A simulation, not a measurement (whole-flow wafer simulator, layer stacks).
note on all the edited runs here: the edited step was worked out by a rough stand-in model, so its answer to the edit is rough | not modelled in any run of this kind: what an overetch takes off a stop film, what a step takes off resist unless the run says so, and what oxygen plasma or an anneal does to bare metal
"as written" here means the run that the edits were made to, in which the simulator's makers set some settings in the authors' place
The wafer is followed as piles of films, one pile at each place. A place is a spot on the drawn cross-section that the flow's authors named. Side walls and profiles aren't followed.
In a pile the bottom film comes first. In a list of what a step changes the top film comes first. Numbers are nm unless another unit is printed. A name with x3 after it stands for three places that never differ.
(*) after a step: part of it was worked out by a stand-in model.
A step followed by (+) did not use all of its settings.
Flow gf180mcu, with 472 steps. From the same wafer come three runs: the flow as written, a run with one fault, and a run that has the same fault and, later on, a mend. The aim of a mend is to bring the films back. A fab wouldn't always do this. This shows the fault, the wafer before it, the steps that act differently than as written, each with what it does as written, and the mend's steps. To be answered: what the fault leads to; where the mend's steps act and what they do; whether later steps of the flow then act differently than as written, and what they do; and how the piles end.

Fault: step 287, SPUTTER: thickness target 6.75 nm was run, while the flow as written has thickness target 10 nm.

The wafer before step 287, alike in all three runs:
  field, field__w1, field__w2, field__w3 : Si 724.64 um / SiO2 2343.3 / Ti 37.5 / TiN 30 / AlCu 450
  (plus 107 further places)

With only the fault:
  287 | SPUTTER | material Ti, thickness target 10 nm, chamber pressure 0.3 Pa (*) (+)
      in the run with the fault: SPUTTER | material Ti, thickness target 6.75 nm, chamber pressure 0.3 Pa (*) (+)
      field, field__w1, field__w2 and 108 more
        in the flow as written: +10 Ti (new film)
        in the run with the fault: +6.75 Ti (new film)
  Steps further on in the flow that do not act as written (5 more steps, not shown, differ only slightly: by at most 2% or 0.5 nm, whichever is larger):
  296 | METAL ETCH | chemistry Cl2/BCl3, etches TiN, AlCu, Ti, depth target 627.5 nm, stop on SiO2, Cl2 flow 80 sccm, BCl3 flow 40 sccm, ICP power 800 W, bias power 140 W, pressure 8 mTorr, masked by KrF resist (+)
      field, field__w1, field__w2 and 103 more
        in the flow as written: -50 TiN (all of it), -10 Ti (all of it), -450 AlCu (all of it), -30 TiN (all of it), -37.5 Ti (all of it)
        in the run with the fault: -50 TiN (all of it), -6.75 Ti (all of it), -450 AlCu (all of it), -30 TiN (all of it), -37.5 Ti (all of it)
  At field__w8, contact, m1, m1__w1, m1_nw, the piles at the end differ from the flow's by more than 2% or 0.5 nm, whichever is larger.
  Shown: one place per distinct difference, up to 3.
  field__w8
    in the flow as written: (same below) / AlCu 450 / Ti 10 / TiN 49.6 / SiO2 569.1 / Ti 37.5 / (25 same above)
    in the run with the fault: (same below) / AlCu 450 / Ti 6.75 / TiN 49.6 / SiO2 572.4 / Ti 37.5 / (25 same above)
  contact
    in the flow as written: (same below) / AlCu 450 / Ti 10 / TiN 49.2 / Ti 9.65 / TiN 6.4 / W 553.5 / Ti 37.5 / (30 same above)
    in the run with the fault: (same below) / AlCu 450 / Ti 6.75 / TiN 49.2 / Ti 9.63 / TiN 6.39 / W 556.8 / Ti 37.5 / (30 same above)

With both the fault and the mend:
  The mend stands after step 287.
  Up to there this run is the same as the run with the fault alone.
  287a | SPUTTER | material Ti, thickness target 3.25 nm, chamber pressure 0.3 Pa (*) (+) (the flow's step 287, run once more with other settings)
      field, field__w1, field__w2 and 108 more
        +3.25 Ti
  None of the later steps of the flow acts differently than as written at any place that is followed.
  By the end, the piles equal the flow's at every place that both follow.
